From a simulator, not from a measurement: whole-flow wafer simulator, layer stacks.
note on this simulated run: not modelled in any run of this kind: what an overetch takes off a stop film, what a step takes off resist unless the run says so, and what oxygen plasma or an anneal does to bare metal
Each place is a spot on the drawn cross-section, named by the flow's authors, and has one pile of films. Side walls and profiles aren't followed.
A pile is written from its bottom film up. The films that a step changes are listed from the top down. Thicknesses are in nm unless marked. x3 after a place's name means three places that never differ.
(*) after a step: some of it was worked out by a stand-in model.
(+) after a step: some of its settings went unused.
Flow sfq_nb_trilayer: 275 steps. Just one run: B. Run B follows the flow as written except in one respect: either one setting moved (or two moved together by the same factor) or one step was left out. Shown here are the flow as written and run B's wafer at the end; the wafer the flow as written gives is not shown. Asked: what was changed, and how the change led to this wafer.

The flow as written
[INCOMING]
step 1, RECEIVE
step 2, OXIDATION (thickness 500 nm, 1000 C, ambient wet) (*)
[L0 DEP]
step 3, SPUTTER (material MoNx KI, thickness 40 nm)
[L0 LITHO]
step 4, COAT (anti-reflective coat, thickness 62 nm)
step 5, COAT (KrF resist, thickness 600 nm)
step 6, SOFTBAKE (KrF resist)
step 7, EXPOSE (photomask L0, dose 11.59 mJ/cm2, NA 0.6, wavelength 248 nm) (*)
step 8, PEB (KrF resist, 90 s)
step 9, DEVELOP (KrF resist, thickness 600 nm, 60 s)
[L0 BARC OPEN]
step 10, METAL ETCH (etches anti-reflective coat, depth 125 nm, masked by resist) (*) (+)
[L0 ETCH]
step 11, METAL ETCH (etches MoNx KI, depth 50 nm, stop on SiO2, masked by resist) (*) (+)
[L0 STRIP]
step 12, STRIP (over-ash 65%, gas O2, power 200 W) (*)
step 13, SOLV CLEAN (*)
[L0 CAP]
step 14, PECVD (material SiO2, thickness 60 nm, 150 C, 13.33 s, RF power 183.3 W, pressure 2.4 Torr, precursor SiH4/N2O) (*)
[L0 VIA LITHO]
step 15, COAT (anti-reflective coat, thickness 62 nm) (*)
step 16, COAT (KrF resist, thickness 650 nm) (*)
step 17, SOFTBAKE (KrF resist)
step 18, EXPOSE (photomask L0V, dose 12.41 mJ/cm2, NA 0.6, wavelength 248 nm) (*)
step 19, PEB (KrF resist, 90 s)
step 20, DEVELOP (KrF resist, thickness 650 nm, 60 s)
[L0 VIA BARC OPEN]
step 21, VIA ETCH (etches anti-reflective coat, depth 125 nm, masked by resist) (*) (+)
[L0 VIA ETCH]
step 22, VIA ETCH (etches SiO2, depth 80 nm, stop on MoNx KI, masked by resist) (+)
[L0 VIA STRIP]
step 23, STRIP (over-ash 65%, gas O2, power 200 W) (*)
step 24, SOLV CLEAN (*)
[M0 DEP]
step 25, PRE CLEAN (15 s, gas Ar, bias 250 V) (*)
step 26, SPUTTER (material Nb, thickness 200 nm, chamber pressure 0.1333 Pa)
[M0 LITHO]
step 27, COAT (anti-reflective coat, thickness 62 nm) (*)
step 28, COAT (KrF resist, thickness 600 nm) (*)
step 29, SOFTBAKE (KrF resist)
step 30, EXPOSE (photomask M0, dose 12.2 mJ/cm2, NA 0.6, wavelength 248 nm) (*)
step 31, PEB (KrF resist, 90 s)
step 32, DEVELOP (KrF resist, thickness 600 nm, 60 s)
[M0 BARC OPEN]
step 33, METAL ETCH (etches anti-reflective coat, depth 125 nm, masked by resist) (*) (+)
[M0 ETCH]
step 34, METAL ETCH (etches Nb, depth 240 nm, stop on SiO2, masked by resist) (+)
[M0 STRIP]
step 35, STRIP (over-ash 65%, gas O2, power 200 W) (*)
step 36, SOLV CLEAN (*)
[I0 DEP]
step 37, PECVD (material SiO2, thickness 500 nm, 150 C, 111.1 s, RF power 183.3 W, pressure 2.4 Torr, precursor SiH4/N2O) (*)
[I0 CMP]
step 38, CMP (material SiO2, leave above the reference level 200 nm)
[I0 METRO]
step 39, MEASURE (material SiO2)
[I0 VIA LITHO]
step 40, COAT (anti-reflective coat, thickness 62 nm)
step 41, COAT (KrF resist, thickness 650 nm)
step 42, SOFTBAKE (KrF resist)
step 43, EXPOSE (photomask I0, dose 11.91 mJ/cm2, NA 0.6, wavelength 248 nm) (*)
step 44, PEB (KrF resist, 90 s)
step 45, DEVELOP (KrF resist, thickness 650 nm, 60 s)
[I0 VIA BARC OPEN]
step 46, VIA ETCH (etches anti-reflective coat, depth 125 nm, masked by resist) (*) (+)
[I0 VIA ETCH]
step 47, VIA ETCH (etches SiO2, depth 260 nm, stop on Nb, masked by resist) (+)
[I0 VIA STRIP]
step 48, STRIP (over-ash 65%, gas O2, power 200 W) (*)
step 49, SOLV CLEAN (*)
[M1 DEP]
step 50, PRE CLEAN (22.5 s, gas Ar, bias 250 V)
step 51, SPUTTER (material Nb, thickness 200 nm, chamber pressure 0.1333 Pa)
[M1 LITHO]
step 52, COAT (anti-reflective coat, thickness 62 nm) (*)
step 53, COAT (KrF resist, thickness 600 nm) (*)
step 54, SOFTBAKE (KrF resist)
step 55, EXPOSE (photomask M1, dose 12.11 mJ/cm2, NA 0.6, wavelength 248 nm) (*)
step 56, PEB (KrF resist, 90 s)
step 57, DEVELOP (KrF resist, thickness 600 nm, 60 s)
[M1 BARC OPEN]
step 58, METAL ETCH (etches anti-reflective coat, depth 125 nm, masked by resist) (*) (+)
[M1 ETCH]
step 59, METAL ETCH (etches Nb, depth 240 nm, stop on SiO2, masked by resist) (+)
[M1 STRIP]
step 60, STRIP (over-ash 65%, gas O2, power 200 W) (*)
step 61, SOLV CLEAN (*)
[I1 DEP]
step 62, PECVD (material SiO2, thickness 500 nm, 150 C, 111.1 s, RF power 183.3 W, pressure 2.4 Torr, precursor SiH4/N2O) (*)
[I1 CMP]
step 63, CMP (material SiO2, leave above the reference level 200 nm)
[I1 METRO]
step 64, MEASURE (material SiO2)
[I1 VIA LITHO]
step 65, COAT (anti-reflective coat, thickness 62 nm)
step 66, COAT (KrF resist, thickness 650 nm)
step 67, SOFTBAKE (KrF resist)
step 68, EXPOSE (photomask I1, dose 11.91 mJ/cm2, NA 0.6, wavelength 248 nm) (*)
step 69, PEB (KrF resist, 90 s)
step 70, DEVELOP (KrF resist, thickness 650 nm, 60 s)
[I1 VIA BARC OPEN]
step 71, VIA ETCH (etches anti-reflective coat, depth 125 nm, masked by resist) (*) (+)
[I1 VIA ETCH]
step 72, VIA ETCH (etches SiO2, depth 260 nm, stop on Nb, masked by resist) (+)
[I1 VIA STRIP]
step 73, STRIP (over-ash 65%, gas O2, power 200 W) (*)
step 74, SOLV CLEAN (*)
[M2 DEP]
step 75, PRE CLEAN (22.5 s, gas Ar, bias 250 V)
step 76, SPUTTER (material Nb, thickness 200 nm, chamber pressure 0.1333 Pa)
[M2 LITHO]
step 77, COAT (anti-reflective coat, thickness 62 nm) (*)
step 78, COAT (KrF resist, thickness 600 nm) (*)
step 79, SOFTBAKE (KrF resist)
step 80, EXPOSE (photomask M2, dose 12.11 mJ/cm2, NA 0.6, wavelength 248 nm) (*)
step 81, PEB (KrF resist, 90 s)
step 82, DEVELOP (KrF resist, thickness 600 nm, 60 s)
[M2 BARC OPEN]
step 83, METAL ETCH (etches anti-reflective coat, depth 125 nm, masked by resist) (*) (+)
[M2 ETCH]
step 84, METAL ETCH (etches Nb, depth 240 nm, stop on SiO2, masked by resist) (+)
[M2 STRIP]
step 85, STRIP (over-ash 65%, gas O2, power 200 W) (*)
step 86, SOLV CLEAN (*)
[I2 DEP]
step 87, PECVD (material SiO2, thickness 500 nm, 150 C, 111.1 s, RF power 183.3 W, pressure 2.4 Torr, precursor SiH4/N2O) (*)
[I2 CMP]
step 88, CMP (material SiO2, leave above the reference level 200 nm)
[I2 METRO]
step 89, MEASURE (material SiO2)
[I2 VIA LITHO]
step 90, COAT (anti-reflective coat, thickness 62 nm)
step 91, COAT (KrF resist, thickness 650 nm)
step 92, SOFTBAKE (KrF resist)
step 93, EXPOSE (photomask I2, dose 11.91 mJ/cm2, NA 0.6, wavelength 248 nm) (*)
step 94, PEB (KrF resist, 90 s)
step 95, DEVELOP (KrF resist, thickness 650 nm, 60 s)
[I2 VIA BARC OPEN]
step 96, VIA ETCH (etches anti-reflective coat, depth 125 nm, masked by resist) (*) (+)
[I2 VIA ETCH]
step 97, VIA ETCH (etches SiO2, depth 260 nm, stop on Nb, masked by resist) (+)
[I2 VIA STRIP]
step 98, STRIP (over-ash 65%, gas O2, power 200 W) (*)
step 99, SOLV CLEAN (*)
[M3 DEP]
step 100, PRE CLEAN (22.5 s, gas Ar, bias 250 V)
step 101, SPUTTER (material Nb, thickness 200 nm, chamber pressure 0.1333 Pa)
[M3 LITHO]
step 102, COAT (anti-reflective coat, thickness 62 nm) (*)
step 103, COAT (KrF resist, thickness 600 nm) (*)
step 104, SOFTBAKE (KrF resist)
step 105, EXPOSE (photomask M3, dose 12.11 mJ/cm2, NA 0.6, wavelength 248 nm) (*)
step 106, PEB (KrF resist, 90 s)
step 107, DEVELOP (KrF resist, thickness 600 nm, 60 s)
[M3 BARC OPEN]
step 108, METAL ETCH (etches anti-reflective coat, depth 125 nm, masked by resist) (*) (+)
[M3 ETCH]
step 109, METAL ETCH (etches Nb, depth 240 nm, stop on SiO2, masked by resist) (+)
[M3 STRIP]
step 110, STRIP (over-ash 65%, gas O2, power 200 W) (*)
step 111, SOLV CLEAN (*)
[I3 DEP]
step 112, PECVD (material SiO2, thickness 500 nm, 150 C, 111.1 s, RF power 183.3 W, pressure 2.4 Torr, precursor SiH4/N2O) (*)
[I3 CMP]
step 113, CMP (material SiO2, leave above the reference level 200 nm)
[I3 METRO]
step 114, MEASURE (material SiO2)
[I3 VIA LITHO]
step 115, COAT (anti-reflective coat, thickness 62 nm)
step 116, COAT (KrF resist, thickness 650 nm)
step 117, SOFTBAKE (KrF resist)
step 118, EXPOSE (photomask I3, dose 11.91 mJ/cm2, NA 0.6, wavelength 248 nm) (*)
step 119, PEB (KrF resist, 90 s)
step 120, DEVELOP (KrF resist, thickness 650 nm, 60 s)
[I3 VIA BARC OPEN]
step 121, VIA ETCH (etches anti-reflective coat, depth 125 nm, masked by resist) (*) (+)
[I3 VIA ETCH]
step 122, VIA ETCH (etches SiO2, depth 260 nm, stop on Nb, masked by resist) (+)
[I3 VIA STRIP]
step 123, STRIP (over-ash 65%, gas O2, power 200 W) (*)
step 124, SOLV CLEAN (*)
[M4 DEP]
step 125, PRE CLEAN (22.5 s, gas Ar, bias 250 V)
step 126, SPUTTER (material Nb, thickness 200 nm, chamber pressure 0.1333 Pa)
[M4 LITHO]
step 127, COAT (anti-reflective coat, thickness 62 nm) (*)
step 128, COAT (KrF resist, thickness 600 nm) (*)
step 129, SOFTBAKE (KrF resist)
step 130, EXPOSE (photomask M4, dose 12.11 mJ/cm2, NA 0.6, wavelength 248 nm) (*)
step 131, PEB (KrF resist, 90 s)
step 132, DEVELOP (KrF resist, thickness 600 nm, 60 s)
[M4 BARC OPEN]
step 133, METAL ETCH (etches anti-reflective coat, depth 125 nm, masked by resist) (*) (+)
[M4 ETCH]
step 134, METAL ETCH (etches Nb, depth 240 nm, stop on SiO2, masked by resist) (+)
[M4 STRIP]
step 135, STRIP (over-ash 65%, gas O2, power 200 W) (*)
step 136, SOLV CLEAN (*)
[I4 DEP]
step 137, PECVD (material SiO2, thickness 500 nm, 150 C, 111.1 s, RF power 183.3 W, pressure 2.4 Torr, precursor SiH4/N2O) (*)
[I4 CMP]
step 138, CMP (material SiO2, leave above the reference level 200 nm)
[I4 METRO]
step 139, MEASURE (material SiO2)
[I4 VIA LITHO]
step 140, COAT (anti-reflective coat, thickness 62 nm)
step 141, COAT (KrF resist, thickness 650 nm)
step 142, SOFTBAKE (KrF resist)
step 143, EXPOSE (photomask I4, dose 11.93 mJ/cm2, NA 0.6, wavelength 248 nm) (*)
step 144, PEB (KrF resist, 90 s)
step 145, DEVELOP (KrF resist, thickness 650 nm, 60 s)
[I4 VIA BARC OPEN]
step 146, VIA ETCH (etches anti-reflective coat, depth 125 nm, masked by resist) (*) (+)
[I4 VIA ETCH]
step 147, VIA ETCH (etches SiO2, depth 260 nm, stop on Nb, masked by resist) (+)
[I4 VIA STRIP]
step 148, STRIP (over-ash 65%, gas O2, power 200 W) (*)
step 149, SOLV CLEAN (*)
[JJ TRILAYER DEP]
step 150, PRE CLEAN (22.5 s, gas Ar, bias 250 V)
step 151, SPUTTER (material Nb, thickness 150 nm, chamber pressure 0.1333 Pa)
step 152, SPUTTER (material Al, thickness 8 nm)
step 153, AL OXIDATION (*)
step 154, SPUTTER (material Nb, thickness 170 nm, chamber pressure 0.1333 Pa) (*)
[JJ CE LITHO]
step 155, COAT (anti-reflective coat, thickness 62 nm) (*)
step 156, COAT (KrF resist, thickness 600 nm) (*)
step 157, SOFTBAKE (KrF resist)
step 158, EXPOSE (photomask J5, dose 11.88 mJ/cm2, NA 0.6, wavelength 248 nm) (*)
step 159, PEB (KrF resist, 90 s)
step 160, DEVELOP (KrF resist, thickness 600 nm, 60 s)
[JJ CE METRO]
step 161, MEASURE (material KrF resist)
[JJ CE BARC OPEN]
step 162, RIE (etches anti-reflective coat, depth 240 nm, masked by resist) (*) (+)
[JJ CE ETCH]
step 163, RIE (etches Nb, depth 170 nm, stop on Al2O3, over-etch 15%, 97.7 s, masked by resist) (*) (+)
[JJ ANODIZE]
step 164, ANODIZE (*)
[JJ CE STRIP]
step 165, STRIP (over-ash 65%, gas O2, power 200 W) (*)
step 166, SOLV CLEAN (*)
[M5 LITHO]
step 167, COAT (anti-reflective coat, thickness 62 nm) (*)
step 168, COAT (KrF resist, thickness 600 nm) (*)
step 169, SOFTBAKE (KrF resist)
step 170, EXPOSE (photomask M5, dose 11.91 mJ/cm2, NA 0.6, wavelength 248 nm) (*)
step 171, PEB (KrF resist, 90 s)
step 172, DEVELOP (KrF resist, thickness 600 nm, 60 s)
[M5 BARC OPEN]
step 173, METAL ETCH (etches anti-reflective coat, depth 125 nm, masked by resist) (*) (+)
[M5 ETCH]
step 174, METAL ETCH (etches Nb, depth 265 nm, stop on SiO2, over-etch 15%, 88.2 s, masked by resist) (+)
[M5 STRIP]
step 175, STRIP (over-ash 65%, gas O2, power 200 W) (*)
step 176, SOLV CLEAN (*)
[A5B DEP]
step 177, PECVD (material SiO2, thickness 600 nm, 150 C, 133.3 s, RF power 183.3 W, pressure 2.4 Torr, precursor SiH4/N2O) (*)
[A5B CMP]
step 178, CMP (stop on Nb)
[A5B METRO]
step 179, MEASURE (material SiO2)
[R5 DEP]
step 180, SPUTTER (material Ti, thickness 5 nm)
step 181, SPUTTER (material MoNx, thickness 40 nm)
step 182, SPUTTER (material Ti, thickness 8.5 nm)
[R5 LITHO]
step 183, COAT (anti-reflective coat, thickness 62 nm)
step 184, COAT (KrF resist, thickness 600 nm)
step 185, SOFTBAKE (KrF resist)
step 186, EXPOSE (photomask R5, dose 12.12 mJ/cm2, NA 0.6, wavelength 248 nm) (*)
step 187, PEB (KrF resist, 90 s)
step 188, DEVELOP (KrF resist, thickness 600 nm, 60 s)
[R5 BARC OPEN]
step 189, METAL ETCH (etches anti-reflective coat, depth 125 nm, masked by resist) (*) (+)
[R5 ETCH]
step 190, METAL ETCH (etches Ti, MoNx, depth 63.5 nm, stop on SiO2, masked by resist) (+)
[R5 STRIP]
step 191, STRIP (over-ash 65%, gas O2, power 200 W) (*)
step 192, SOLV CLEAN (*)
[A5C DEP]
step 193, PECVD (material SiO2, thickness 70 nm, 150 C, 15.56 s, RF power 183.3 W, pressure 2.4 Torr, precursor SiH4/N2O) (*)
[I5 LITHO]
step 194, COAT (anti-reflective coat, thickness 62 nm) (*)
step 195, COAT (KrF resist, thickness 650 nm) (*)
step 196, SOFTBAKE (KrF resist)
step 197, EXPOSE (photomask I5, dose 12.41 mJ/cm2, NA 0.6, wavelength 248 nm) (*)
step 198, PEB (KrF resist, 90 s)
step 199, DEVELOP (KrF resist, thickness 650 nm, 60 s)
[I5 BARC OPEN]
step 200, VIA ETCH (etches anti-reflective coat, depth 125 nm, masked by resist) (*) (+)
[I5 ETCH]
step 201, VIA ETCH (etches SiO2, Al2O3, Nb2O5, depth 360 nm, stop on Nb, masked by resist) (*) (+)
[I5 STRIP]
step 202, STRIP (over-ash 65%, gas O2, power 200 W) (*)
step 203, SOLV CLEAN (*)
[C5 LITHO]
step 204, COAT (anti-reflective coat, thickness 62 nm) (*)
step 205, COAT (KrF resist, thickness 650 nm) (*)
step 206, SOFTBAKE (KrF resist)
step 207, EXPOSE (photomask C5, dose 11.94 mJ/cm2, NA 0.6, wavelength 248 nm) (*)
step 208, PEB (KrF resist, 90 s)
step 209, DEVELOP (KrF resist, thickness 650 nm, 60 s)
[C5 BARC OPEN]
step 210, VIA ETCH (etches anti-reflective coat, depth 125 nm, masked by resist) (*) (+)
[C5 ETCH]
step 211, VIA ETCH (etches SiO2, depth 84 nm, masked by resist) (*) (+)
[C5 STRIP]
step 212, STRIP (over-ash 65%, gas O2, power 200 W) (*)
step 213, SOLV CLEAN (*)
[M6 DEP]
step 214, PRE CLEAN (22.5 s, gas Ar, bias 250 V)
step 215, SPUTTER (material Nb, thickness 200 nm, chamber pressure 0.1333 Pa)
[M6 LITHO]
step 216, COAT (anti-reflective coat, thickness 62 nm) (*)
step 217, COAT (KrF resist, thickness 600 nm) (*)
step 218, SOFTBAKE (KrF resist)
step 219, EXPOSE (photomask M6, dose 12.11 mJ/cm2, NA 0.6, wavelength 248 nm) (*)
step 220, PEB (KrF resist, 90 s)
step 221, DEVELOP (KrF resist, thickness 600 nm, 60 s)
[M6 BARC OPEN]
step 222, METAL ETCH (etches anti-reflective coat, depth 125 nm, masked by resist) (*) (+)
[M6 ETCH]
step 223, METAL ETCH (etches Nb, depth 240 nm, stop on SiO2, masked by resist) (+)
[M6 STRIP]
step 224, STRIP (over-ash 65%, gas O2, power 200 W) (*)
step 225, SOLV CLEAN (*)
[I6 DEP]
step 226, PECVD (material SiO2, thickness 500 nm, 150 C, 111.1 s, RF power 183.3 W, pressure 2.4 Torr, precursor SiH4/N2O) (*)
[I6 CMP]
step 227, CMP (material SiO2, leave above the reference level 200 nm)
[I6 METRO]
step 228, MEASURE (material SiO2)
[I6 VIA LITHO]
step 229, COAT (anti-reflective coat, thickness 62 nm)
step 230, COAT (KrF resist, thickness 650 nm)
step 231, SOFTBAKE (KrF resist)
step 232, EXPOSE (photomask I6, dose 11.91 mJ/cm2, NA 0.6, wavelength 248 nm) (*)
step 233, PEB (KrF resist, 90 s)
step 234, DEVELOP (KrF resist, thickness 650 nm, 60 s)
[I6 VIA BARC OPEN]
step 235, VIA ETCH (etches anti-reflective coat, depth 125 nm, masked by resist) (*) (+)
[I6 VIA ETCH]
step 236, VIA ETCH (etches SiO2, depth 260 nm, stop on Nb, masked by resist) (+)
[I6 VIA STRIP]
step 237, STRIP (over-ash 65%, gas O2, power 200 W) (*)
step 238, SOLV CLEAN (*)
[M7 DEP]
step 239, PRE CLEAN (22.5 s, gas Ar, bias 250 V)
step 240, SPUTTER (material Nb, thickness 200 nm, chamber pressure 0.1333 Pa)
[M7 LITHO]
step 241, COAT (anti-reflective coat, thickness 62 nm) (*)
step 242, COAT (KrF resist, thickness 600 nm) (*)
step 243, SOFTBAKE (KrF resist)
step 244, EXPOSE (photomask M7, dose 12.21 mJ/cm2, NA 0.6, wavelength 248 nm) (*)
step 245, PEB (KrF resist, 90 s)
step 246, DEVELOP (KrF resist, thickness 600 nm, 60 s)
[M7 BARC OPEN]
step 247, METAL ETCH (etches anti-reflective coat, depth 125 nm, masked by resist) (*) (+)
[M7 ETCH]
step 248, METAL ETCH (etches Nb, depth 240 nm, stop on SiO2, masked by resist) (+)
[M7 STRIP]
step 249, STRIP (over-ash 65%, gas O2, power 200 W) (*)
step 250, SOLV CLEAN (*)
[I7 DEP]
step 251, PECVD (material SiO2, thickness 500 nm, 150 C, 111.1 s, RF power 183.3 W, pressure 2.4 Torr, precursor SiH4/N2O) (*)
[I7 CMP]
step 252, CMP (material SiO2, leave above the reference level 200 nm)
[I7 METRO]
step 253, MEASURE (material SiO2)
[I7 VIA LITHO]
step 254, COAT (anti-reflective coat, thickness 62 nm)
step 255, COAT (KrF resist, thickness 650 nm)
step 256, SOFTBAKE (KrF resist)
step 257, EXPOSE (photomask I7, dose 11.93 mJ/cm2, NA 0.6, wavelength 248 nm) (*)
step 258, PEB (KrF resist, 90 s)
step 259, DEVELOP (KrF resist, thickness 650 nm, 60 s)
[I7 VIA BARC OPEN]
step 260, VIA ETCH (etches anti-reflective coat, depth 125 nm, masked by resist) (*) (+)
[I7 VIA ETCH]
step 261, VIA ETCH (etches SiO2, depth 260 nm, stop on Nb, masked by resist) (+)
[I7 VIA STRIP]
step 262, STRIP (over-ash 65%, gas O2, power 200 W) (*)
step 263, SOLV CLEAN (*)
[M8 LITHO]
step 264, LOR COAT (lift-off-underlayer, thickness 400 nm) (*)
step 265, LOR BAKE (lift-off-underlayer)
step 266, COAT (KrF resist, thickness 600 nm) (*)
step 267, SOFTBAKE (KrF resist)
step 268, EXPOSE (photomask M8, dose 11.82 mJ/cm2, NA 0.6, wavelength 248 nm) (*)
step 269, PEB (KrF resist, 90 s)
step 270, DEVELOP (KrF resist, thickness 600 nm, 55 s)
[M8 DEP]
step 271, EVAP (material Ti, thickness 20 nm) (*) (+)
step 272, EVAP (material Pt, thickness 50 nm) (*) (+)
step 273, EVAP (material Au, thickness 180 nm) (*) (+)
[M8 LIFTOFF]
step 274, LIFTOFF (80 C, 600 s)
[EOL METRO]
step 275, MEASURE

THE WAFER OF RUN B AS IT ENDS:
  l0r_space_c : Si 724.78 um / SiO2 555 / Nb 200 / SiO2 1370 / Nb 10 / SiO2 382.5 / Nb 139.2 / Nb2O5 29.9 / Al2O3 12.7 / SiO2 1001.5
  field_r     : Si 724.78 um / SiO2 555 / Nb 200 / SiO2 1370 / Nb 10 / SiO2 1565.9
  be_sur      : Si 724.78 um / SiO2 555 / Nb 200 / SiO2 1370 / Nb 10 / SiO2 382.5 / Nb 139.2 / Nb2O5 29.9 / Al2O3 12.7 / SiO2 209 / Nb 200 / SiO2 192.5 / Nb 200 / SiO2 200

What caused this: step 134, METAL ETCH: depth 190 nm was run, though the flow has depth 240 nm.

Step by step, how the change led to this:
  step 134, METAL ETCH (etches Nb, depth 240 nm, stop on SiO2, masked by resist) (+)
      field_l, be, be_sur and 64 more: -190 Nb (it would be, as written: -200 Nb (all of it))
      v_sur, via_wl, via_w and 36 more: -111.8 KrF resist (it would be, as written: -141.2 KrF resist)
  step 135, STRIP (over-ash 65%, gas O2, power 200 W) (*)
      p4_fl x3, p4_w1 x9, p4_g1 x2 and 15 more: -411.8 KrF resist (all of it), -62 anti-reflective coat (all of it) (it would be, as written: -382.4 KrF resist (all of it), -62 anti-reflective coat (all of it))
      ln_m5, lsp_m: -411.3 KrF resist (all of it), -61.8 anti-reflective coat (all of it) (it would be, as written: -381.9 KrF resist (all of it), -61.8 anti-reflective coat (all of it))
      (also at 8 further places)
  step 137, PECVD (material SiO2, thickness 500 nm, 150 C, 111.1 s, RF power 183.3 W, pressure 2.4 Torr, precursor SiH4/N2O) (*)
      field_l, be, be_sur and 55 more: +500 SiO2 (new film) (it would be, as written: +500 SiO2)
      p3_s0 x6: +547.1 SiO2 (new film) (it would be, as written: +557.1 SiO2)
      (also at 3 further places)
  step 138, CMP (material SiO2, leave above the reference level 200 nm)
      field_l, be, be_sur and 55 more: -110 SiO2 (it would be, as written: -100 SiO2)
      lsp_r, l0_sur, l0v: -102.3 SiO2 (it would be, as written: -91.9 SiO2)
If metal films that touch count as one body, l0r_space_c has 3 bodies (between them, from the top down: SiO2 382.5; SiO2 1370); the flow as written gives 2 bodies (between them, from the top down: SiO2 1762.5).
If metal films that touch count as one body, field_r has 2 bodies (between them, from the top down: SiO2 1370); the flow as written gives 1 body.
If metal films that touch count as one body, be_sur has 5 bodies (between them, from the top down: SiO2 192.5; SiO2 209 / Al2O3 12.7 / Nb2O5 29.9; SiO2 382.5; SiO2 1370); the flow as written gives 4 bodies (between them, from the top down: SiO2 192.5; SiO2 209 / Al2O3 12.7 / Nb2O5 29.9; SiO2 1762.5).
